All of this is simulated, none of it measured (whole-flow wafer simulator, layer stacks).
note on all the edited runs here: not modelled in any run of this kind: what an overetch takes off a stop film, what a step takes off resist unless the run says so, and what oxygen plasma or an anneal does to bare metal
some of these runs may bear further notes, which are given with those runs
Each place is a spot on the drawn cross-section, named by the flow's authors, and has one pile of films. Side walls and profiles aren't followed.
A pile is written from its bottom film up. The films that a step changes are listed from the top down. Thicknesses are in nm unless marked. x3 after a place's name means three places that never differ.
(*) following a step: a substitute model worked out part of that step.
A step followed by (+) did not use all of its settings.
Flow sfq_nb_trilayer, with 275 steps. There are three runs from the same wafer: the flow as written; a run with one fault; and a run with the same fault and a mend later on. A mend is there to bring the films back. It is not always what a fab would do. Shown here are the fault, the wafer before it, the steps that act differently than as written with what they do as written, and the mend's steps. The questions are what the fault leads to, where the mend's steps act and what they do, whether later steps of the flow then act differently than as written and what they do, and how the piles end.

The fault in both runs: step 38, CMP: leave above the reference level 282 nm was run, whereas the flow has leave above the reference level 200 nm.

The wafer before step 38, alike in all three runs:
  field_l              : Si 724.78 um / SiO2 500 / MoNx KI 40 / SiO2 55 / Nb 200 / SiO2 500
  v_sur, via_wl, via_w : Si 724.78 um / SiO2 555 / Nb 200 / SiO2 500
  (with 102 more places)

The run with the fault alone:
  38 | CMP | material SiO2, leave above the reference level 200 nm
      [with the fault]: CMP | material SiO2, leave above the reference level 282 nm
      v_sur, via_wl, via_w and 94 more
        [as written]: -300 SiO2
        [with the fault]: -218 SiO2
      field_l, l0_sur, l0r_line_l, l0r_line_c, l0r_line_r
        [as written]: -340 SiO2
        [with the fault]: -258 SiO2
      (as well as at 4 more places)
  Later steps of the flow acting differently than as written (4 more steps, not shown, differ only slightly: by at most 2% or 0.5 nm, whichever is larger):
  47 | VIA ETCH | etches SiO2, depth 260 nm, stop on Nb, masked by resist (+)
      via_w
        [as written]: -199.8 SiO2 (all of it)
        [with the fault]: -260 SiO2
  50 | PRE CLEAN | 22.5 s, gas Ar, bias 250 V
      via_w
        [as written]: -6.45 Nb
        [with the fault]: -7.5 SiO2
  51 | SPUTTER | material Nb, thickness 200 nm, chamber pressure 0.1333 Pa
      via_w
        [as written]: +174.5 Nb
        [with the fault]: +163.1 Nb (new film)
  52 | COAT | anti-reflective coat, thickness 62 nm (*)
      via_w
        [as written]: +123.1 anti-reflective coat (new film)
        [with the fault]: +136.1 anti-reflective coat (new film)
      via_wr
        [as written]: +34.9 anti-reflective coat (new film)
        [with the fault]: +33.2 anti-reflective coat (new film)
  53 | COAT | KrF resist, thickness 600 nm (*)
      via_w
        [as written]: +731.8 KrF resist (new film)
        [with the fault]: +781.6 KrF resist (new film)
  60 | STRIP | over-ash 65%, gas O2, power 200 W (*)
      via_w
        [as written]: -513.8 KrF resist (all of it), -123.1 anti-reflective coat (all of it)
        [with the fault]: -563.6 KrF resist (all of it), -136.1 anti-reflective coat (all of it)
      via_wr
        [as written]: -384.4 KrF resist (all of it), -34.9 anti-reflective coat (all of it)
        [with the fault]: -378.6 KrF resist (all of it), -33.2 anti-reflective coat (all of it)
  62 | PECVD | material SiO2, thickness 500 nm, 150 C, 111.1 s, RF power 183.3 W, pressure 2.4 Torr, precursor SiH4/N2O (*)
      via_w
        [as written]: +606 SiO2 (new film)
        [with the fault]: +678.7 SiO2 (new film)
  The piles end different from the flow's at field_l, v_sur, via_wl and 103 more by more than 2% or 0.5 nm, whichever is larger.
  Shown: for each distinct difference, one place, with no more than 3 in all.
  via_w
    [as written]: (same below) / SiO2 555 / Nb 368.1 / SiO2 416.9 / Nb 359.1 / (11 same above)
    [with the fault]: (same below) / SiO2 555 / Nb 200 / SiO2 14.3 / Nb 163.1 / SiO2 489.6 / Nb 359.1 / (11 same above)
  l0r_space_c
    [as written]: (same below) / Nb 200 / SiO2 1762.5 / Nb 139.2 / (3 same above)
    [with the fault]: (same below) / Nb 200 / SiO2 1844.5 / Nb 139.2 / (3 same above)
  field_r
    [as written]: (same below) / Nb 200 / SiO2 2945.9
    [with the fault]: (same below) / Nb 200 / SiO2 3027.9

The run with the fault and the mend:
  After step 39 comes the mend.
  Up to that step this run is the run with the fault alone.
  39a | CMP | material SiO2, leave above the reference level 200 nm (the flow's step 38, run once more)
      field_l, v_sur, via_wl and 103 more
        -82 SiO2
  Later steps of the flow that are run all act as written at every place that is followed.
  The piles end the same as the flow's at every place that both follow.
